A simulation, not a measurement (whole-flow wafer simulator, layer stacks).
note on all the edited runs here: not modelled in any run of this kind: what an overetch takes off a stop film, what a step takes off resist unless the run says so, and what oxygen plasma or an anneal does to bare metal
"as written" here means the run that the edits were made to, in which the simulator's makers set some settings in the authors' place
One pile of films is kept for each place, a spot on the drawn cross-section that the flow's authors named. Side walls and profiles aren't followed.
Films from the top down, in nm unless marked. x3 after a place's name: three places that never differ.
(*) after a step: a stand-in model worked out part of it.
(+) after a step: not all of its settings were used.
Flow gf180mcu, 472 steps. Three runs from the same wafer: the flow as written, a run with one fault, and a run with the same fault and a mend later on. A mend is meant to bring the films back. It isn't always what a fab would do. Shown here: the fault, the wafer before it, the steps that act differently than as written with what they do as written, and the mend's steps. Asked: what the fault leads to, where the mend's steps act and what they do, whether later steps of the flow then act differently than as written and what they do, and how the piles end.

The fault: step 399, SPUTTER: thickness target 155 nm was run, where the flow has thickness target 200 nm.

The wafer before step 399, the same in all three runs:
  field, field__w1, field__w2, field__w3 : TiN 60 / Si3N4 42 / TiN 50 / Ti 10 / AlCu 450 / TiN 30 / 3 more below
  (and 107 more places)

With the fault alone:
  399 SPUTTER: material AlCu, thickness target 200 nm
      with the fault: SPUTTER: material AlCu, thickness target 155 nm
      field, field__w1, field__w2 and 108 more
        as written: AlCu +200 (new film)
        with the fault: AlCu +155 (new film)
  Later steps of the flow that act differently than as written (4 more steps differ only slightly, by at most 2% or 0.5 nm, whichever is larger, and aren't shown):
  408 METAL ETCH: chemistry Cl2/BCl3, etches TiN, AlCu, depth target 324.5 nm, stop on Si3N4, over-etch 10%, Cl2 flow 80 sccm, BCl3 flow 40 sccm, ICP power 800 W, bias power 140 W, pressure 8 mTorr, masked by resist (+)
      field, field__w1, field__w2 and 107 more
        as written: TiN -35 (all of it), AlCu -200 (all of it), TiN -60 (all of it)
        with the fault: TiN -35 (all of it), AlCu -155 (all of it), TiN -60 (all of it)
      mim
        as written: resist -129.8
        with the fault: resist -110
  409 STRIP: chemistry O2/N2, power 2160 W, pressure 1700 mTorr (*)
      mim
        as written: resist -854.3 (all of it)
        with the fault: resist -874.1 (all of it)
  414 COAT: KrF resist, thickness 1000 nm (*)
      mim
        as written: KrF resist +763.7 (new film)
        with the fault: KrF resist +798.2 (new film)
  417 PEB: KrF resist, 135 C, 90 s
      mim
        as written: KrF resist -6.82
        with the fault: KrF resist -7.37
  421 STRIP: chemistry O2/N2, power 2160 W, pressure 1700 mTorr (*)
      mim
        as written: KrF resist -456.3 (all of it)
        with the fault: KrF resist -490.3 (all of it)
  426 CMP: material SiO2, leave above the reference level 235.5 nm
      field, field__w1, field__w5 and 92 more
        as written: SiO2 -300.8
        with the fault: SiO2 -345.8
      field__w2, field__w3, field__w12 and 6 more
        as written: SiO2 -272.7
        with the fault: SiO2 -317.7
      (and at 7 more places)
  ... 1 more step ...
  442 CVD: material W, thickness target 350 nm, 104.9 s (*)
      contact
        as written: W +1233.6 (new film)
        with the fault: W +1188.2 (new film)
  At the end the piles differ from the flow's by more than 2% or 0.5 nm, whichever is larger, at field__w4, field__w8, contact, m1, m1__w1, mim, mim_1p0, m1_nw.
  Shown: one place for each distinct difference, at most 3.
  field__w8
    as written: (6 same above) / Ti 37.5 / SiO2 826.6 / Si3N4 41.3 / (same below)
    with the fault: (6 same above) / Ti 37.5 / SiO2 781.6 / Si3N4 41.3 / (same below)
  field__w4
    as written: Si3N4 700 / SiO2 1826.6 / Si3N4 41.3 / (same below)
    with the fault: Si3N4 700 / SiO2 1781.6 / Si3N4 41.3 / (same below)
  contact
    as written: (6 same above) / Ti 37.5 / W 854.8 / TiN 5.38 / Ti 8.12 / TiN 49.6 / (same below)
    with the fault: (6 same above) / Ti 37.5 / W 809.4 / TiN 5.52 / Ti 8.33 / TiN 49.6 / (same below)

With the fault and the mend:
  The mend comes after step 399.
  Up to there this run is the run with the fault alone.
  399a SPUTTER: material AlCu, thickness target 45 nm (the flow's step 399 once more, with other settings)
      field, field__w1, field__w2 and 108 more
        AlCu +45
  No later step of the flow acts differently than as written at any place that is followed.
  At the end the piles are the same as the flow's at every place that both follow.
